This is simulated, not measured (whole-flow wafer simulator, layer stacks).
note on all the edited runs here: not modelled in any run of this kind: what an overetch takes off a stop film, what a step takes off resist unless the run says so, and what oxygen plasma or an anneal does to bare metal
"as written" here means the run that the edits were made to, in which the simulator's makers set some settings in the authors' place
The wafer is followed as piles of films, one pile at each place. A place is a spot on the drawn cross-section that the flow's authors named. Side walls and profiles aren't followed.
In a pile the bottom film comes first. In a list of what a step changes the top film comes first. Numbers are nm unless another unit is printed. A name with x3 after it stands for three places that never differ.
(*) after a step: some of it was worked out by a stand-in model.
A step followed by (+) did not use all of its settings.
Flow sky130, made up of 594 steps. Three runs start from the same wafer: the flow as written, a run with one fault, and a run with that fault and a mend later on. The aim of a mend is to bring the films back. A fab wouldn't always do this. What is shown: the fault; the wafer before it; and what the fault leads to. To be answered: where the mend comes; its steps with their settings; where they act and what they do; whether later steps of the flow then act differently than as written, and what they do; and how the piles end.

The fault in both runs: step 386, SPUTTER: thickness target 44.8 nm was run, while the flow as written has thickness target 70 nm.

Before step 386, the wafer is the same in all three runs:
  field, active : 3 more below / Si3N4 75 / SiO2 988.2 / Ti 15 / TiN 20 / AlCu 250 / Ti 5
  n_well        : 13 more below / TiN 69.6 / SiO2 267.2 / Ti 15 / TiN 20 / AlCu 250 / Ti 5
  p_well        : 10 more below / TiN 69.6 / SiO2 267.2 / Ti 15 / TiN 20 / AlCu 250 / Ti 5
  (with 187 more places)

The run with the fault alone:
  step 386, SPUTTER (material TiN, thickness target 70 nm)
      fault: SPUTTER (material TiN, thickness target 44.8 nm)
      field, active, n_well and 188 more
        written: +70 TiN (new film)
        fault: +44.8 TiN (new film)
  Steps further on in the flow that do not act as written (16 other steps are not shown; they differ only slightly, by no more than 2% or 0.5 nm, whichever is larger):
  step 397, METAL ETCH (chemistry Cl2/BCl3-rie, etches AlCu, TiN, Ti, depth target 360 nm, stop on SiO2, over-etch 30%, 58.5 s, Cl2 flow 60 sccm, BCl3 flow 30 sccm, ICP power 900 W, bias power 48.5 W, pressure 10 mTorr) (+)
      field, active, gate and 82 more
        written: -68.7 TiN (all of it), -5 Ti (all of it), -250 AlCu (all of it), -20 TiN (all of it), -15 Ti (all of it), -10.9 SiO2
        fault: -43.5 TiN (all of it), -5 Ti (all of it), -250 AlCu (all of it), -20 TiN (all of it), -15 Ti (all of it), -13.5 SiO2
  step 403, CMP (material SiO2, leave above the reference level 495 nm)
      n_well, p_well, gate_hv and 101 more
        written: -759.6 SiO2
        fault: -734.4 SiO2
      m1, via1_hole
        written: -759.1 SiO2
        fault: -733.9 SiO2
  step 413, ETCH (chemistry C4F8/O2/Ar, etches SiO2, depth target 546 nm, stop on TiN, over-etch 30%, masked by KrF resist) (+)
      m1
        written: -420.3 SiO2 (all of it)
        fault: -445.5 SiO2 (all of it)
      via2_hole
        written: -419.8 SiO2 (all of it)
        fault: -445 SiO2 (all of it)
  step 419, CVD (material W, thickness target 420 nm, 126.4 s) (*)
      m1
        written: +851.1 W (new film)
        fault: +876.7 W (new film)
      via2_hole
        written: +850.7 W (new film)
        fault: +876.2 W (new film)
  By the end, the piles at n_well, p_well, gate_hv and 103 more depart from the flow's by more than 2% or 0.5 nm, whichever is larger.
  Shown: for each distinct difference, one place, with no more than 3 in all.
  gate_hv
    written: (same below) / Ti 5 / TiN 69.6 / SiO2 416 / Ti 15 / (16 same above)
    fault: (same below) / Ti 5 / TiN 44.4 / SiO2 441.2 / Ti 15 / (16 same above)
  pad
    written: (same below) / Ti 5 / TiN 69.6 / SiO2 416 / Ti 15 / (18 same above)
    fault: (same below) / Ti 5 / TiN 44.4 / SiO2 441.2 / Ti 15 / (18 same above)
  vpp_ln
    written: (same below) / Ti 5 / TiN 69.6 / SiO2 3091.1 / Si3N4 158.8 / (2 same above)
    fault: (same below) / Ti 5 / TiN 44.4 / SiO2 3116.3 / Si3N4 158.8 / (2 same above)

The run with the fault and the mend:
  The mend stands after step 386.
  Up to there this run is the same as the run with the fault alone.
  step 386a, SPUTTER (material TiN, thickness target 25.2 nm) (a further turn of the flow's step 386, with different settings)
      field, active, n_well and 188 more
        +25.2 TiN
  None of the later steps of the flow acts differently than as written at any place that is followed.
  At every place that both follow, the piles at the end match the flow's.
